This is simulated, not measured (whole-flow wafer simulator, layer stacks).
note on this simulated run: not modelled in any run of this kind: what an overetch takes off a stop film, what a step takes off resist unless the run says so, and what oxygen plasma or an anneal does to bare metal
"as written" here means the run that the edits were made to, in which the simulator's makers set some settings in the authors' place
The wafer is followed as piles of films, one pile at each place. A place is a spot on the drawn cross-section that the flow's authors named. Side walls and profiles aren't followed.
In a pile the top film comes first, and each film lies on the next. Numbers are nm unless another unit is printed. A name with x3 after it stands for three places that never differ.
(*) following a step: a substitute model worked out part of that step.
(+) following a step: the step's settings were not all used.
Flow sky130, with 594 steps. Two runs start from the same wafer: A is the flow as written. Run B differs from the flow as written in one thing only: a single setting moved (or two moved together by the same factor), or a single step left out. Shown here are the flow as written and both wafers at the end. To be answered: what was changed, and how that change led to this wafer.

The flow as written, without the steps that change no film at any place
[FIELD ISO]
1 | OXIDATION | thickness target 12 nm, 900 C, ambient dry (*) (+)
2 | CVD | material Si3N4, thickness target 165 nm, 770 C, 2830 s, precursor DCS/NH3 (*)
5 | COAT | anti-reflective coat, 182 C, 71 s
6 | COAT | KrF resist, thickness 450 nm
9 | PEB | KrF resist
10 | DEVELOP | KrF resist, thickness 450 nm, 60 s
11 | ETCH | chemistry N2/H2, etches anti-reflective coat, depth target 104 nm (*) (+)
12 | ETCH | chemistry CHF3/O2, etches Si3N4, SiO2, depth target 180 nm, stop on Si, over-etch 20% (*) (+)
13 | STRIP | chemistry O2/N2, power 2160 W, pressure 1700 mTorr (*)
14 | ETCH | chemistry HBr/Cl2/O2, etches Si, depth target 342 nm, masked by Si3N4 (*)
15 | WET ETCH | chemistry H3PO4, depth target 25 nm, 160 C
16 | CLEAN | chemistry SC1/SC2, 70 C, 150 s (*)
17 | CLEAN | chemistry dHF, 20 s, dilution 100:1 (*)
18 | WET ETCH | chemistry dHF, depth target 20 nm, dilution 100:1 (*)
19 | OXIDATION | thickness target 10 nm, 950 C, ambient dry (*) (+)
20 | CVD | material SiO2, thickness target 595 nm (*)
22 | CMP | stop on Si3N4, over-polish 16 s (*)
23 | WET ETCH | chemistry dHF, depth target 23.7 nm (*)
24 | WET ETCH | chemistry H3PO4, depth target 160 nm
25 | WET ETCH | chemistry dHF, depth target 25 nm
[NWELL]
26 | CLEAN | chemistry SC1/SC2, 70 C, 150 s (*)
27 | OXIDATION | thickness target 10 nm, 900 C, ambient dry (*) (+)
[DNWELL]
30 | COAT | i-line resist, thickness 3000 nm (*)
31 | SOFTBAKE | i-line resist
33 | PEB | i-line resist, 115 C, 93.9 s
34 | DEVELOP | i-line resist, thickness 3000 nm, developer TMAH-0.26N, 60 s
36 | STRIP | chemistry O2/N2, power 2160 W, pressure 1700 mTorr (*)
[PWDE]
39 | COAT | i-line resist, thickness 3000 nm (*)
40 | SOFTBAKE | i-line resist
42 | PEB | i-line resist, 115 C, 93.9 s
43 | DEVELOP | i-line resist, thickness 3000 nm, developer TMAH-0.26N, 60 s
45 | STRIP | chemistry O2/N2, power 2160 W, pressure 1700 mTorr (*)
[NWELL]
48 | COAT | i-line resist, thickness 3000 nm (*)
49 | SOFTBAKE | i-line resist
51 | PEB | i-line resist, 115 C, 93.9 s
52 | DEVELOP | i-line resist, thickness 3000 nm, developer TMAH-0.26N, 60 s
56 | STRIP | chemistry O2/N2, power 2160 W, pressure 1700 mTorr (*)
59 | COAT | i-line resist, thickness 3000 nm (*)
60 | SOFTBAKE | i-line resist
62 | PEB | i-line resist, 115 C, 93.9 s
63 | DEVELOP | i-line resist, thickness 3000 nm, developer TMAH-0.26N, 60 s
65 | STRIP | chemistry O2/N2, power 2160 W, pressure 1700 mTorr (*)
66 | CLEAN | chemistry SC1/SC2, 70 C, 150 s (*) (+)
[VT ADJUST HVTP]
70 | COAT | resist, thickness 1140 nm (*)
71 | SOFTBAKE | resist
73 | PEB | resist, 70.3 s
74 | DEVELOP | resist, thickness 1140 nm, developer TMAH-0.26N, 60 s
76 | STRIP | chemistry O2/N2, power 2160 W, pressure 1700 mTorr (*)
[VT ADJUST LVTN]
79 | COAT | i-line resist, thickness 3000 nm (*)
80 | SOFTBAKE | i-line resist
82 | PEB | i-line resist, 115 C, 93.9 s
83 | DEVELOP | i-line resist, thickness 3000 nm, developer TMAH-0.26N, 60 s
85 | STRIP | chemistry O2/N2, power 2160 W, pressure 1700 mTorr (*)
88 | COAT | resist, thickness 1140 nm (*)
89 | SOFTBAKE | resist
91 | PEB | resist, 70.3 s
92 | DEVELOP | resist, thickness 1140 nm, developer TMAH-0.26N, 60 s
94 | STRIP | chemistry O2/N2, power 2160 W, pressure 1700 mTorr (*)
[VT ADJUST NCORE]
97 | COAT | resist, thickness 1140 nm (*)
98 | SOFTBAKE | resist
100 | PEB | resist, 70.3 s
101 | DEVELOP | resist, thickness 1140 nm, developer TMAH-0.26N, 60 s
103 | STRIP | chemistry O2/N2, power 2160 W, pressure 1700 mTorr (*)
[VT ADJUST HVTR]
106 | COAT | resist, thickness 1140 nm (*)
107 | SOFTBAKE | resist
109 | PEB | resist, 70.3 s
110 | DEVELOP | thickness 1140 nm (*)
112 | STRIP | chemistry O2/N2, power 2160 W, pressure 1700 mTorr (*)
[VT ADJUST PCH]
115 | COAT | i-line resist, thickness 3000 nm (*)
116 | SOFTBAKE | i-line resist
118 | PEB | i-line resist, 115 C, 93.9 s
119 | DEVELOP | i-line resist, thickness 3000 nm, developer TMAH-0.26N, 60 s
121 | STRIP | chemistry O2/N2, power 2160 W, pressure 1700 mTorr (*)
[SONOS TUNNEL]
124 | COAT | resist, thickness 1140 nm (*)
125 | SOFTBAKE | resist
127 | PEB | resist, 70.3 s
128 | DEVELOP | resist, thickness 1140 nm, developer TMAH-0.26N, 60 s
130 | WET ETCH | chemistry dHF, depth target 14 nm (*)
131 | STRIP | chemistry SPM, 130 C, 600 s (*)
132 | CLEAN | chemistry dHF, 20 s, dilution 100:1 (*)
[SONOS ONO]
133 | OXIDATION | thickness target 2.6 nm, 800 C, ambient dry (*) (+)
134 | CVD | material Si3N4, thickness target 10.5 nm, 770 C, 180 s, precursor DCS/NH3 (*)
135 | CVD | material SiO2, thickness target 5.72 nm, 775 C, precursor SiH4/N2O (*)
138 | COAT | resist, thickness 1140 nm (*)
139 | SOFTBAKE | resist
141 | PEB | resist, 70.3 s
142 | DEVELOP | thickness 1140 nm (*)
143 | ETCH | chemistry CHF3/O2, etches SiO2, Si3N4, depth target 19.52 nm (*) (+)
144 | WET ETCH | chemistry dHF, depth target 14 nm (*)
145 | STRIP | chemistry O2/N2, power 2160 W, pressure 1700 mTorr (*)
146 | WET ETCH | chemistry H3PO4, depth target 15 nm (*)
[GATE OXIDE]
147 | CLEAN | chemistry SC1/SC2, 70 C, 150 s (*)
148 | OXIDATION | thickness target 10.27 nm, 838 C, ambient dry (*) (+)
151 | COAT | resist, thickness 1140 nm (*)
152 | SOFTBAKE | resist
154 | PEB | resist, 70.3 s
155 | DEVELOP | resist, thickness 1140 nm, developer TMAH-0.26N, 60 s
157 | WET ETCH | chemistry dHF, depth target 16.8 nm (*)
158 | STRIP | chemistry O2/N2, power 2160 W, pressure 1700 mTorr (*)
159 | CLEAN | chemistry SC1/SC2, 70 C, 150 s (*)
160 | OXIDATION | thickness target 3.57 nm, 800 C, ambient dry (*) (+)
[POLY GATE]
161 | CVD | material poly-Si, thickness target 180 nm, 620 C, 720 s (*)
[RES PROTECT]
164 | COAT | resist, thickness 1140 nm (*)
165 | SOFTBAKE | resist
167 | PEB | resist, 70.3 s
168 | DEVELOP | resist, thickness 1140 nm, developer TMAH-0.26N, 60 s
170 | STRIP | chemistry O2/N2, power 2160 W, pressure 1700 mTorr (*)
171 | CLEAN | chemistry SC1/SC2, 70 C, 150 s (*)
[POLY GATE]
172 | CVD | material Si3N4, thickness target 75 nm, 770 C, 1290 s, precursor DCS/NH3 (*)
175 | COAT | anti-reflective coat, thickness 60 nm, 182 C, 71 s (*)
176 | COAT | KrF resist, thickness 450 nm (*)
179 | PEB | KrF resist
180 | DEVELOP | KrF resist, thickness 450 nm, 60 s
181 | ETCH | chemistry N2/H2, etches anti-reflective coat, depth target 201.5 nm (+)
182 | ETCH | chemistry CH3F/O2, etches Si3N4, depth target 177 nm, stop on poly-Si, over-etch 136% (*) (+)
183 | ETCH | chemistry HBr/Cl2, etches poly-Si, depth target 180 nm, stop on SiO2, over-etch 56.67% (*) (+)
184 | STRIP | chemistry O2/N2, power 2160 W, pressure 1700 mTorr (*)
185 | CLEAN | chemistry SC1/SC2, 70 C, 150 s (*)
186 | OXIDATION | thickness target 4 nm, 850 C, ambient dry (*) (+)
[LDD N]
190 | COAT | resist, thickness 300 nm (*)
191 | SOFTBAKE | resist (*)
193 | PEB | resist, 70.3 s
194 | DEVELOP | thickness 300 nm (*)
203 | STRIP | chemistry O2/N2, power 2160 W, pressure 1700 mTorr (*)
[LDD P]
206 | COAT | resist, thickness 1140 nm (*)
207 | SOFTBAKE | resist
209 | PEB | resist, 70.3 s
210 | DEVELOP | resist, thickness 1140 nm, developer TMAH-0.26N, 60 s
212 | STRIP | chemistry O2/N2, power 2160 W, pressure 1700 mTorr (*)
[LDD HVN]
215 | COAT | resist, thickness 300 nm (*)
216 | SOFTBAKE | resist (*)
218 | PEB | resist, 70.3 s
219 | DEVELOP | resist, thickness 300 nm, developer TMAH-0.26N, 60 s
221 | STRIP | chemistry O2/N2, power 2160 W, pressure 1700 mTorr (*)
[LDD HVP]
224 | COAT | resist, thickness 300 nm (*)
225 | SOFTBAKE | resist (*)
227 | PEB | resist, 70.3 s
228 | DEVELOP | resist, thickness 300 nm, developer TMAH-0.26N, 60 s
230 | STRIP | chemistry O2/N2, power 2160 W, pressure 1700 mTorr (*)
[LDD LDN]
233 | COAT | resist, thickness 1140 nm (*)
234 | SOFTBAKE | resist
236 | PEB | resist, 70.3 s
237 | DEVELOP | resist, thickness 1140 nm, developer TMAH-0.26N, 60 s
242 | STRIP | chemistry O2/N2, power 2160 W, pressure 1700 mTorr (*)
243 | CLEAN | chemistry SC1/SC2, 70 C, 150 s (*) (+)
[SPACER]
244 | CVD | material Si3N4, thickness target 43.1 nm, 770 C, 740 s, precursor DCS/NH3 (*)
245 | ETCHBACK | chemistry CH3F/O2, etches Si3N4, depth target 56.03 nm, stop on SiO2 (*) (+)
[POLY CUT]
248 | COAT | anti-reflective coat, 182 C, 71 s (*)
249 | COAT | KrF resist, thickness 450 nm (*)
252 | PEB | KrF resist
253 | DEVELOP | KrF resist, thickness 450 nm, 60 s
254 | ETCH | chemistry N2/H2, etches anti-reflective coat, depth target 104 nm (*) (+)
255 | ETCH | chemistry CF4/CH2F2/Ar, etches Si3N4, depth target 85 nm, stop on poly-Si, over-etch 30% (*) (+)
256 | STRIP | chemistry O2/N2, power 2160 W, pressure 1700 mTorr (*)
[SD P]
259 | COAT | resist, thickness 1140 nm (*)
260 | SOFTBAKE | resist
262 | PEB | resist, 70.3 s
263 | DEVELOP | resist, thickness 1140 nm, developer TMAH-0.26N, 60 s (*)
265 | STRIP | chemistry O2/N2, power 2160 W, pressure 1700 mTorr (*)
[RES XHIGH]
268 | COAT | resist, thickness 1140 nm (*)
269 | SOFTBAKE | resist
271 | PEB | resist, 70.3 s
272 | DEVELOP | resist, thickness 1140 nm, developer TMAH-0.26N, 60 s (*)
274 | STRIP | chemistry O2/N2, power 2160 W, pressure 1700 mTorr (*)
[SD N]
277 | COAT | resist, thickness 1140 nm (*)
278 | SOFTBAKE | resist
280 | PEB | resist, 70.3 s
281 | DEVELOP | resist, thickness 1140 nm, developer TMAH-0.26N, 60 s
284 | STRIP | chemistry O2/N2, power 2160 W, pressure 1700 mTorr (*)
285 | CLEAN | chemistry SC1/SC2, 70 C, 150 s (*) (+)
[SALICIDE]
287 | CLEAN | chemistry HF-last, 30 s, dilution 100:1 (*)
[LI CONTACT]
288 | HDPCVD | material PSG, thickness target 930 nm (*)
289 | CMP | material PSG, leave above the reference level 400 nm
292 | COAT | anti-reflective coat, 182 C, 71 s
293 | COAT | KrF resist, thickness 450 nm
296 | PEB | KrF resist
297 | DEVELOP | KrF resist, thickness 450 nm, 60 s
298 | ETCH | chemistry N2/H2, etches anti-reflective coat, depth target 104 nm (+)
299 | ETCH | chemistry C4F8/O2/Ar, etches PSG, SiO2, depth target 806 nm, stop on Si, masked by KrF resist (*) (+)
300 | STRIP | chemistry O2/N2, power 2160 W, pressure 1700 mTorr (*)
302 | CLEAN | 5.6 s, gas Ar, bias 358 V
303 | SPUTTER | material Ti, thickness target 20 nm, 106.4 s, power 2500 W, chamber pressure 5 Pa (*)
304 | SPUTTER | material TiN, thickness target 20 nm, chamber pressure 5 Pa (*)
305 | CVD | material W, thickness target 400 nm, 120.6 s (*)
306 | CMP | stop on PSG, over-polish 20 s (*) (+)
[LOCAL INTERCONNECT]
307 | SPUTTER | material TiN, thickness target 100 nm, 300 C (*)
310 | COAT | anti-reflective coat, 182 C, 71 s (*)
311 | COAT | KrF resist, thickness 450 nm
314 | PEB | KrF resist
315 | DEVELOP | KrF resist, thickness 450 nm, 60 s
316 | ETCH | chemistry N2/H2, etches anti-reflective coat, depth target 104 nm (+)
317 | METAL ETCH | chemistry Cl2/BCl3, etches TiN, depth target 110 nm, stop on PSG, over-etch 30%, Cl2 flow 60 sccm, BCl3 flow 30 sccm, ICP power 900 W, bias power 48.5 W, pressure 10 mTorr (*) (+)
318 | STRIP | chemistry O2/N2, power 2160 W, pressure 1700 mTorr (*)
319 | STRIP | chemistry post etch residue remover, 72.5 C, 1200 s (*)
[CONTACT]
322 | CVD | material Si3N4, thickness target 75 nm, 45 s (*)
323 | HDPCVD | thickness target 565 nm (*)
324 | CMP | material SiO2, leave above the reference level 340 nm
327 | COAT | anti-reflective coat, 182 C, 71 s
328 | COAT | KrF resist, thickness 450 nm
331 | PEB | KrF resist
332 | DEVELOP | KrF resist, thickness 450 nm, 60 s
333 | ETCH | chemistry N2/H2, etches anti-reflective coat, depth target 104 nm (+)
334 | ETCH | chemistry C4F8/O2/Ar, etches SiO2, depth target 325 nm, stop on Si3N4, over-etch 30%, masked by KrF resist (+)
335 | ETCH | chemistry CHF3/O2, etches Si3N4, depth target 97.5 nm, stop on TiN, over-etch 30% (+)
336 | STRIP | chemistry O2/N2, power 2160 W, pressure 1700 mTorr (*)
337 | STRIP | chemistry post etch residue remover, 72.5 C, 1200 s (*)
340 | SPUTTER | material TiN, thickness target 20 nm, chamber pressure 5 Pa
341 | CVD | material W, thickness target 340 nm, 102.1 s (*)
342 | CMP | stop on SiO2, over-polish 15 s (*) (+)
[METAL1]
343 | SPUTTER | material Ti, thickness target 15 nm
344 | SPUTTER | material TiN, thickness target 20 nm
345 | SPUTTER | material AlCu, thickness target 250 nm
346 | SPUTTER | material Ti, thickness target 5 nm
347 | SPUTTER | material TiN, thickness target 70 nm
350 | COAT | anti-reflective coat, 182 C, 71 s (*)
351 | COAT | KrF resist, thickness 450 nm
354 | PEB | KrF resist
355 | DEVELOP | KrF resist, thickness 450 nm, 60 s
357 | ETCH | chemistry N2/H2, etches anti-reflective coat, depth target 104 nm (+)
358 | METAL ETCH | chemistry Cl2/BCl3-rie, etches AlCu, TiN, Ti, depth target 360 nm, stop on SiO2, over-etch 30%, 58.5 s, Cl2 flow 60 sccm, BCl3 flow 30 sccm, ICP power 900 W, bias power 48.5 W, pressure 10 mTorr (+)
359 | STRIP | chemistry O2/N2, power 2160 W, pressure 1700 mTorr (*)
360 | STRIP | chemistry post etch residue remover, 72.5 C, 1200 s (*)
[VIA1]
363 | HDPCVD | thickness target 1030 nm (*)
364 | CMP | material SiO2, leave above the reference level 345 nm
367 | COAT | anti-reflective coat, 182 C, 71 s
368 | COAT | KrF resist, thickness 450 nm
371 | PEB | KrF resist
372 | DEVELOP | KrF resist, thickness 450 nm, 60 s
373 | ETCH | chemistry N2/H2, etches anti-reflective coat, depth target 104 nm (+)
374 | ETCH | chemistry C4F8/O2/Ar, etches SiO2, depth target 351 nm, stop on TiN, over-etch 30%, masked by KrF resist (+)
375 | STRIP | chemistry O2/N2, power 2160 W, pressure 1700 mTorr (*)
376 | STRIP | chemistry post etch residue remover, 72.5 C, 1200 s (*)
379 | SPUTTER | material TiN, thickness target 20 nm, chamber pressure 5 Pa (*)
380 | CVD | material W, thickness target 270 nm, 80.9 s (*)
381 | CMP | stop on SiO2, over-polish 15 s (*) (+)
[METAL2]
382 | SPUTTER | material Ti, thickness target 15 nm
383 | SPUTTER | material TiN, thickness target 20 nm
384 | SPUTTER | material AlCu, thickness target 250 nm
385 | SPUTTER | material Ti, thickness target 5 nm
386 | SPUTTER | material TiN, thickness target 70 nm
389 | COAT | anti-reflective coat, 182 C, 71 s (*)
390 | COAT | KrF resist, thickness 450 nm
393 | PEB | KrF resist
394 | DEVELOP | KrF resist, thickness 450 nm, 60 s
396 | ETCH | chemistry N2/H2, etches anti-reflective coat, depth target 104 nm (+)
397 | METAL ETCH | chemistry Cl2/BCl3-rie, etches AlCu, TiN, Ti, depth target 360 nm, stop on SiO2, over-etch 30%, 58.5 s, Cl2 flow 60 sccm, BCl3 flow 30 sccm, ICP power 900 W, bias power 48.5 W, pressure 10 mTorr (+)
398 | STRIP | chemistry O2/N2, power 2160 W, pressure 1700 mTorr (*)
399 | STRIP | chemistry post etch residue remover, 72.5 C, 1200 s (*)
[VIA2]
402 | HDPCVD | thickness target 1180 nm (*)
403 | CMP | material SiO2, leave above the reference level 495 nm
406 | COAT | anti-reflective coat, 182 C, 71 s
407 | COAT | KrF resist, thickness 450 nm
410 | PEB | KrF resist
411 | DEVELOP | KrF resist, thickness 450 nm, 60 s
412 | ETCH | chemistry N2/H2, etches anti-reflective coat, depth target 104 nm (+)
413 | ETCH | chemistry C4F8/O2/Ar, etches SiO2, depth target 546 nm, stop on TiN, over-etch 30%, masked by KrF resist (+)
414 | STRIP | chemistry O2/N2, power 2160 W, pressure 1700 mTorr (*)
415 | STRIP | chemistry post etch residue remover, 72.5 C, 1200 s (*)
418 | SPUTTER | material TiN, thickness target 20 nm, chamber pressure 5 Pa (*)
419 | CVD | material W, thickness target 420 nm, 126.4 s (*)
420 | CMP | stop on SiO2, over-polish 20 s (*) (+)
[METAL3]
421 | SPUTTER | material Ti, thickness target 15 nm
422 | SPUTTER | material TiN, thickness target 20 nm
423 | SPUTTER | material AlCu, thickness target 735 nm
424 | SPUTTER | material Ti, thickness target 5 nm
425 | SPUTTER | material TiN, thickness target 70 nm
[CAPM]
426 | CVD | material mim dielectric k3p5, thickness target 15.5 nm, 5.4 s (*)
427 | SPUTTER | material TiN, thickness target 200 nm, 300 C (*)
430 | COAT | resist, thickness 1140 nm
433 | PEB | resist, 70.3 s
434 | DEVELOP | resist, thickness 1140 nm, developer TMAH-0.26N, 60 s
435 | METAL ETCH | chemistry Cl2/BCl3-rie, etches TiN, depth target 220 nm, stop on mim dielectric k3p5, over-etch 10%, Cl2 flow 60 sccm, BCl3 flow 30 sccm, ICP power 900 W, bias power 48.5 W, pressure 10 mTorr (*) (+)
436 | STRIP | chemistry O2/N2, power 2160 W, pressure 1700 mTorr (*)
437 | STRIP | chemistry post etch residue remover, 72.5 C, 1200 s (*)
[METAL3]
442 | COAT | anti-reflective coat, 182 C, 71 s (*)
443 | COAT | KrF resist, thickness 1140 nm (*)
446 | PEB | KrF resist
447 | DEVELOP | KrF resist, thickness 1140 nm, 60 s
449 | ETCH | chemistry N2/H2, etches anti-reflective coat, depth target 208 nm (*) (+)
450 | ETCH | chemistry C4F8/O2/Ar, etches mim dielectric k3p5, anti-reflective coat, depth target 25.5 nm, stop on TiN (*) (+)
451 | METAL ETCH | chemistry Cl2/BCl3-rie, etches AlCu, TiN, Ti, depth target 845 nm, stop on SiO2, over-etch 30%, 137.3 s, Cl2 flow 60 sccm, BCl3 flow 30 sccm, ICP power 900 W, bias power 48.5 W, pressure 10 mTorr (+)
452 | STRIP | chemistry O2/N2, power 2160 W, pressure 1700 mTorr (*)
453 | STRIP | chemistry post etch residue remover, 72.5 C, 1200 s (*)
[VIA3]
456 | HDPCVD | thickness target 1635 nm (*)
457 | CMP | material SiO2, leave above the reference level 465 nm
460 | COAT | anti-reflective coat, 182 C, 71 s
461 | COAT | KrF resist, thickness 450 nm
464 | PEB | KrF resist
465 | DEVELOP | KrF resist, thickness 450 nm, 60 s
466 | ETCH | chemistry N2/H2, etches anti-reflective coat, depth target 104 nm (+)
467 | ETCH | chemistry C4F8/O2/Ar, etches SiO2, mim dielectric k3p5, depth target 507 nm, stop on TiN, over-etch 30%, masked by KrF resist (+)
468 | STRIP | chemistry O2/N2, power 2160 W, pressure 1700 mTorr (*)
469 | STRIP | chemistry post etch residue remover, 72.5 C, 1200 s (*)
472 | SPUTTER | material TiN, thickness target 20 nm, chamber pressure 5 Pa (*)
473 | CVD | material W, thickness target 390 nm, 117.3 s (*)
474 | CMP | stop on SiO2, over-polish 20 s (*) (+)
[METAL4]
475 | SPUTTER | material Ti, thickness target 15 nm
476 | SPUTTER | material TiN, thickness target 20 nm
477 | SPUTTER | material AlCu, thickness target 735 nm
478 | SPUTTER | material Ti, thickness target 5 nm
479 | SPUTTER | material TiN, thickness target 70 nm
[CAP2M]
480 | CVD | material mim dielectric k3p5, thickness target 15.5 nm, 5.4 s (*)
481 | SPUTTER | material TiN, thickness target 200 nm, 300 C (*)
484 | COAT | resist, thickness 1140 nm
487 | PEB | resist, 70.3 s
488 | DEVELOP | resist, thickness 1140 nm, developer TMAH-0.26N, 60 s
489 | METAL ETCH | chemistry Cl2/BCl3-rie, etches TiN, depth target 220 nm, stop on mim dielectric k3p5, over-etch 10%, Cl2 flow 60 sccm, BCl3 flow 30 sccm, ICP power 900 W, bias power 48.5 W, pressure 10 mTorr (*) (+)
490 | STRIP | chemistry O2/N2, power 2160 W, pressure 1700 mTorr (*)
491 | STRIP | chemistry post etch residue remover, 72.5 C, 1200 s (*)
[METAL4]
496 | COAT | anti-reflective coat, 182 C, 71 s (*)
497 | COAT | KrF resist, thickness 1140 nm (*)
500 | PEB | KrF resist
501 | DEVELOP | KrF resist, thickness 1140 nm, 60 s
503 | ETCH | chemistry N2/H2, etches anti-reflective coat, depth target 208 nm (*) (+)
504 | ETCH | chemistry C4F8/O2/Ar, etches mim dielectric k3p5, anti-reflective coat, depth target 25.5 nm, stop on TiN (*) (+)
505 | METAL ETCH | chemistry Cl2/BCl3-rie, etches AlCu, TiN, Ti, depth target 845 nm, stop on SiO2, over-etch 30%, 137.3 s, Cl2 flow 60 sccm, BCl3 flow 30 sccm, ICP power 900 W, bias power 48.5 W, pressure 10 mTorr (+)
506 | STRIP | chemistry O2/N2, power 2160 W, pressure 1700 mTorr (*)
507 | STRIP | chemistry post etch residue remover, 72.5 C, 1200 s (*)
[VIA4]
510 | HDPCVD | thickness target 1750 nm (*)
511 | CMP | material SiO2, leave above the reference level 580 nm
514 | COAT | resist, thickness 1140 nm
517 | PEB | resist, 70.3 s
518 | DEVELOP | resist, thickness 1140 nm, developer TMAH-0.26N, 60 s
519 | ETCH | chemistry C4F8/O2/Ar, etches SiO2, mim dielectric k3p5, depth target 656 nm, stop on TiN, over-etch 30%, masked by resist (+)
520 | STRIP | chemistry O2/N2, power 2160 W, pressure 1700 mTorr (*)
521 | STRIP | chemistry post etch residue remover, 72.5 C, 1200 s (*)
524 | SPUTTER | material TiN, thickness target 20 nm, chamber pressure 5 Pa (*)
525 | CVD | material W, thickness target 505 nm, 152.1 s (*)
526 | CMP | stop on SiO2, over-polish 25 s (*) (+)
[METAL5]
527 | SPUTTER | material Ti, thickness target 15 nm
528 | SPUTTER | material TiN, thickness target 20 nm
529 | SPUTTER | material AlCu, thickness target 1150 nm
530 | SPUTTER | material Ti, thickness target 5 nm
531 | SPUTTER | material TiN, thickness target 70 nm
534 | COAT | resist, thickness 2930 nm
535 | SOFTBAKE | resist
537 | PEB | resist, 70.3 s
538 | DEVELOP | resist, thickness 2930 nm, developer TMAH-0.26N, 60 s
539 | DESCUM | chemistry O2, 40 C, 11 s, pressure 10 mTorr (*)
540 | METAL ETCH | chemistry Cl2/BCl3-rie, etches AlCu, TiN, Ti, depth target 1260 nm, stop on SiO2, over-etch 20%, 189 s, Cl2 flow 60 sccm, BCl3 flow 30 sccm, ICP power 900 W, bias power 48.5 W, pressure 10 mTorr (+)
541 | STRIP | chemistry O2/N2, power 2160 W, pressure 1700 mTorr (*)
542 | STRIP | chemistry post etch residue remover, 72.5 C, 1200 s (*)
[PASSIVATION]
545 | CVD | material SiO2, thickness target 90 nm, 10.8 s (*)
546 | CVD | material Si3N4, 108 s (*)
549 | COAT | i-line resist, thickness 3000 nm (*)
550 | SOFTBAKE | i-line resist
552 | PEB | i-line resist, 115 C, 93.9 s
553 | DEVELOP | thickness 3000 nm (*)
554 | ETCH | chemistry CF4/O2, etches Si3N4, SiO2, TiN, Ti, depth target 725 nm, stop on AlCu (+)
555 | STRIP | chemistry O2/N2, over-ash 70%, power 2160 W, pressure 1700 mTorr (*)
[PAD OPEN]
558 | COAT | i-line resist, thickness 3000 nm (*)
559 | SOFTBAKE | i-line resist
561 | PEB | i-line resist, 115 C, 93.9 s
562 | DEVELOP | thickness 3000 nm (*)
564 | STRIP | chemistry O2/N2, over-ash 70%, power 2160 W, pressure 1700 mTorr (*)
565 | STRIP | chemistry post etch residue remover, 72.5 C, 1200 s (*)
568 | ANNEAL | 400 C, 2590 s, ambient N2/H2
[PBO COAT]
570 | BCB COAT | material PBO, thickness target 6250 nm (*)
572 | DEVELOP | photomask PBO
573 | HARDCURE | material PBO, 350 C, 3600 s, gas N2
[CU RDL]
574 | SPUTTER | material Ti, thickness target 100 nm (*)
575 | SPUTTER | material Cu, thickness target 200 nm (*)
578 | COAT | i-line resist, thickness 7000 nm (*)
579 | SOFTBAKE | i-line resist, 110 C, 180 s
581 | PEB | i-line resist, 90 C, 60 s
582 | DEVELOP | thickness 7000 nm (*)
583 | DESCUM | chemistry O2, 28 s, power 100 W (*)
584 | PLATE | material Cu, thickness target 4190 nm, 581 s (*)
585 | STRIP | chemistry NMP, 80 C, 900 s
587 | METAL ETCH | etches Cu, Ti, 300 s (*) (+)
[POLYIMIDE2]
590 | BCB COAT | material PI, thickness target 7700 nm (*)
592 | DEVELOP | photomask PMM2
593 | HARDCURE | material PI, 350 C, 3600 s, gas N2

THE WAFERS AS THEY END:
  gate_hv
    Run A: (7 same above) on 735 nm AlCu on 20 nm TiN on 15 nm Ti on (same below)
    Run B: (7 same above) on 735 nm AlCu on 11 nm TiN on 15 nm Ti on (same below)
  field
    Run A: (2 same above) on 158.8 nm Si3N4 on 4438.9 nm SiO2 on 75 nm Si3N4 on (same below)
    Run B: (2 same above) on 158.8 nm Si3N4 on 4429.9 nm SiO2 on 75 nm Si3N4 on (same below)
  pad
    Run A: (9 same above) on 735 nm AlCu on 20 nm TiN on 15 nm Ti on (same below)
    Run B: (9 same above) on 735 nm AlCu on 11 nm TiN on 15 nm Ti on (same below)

The reason: step 476, SPUTTER: thickness target 11 nm was run, though the flow has thickness target 20 nm.
The wafer lets one read it off: gate_hv has TiN 11, and step 476 as written asks for 20 nm.

Step by step, how the change led to this:
  476 | SPUTTER | material TiN, thickness target 20 nm
      field, active, n_well and 189 more: A +20 TiN (new film) | B +11 TiN (new film)
  505 | METAL ETCH | chemistry Cl2/BCl3-rie, etches AlCu, TiN, Ti, depth target 845 nm, stop on SiO2, over-etch 30%, 137.3 s, Cl2 flow 60 sccm, BCl3 flow 30 sccm, ICP power 900 W, bias power 48.5 W, pressure 10 mTorr (+)
      field, gate, spacer and 68 more: A -70 TiN (all of it), -5 Ti (all of it), -735 AlCu (all of it), -20 TiN (all of it), -15 Ti (all of it), -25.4 SiO2 | B -70 TiN (all of it), -5 Ti (all of it), -735 AlCu (all of it), -11 TiN (all of it), -15 Ti (all of it), -26.2 SiO2
      active, vpp_iso1, mim_edge_plate and 14 more: A -70 TiN (all of it), -5 Ti (all of it), -735 AlCu (all of it), -20 TiN (all of it), -15 Ti (all of it), -25.3 SiO2 | B -70 TiN (all of it), -5 Ti (all of it), -735 AlCu (all of it), -11 TiN (all of it), -15 Ti (all of it), -26.2 SiO2
  511 | CMP | material SiO2, leave above the reference level 580 nm
      field, active, gate and 76 more: A -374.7 SiO2 | B -382.8 SiO2
      iso_guard__w1, mim_edge_gap, vpp_l1ln, vpp_m3ln, rpm_encl, via2_enc, rpm_encl_psd, iso_guard_nsd_tip: A -374.6 SiO2 | B -382.8 SiO2
      (and at 1 other place as well)
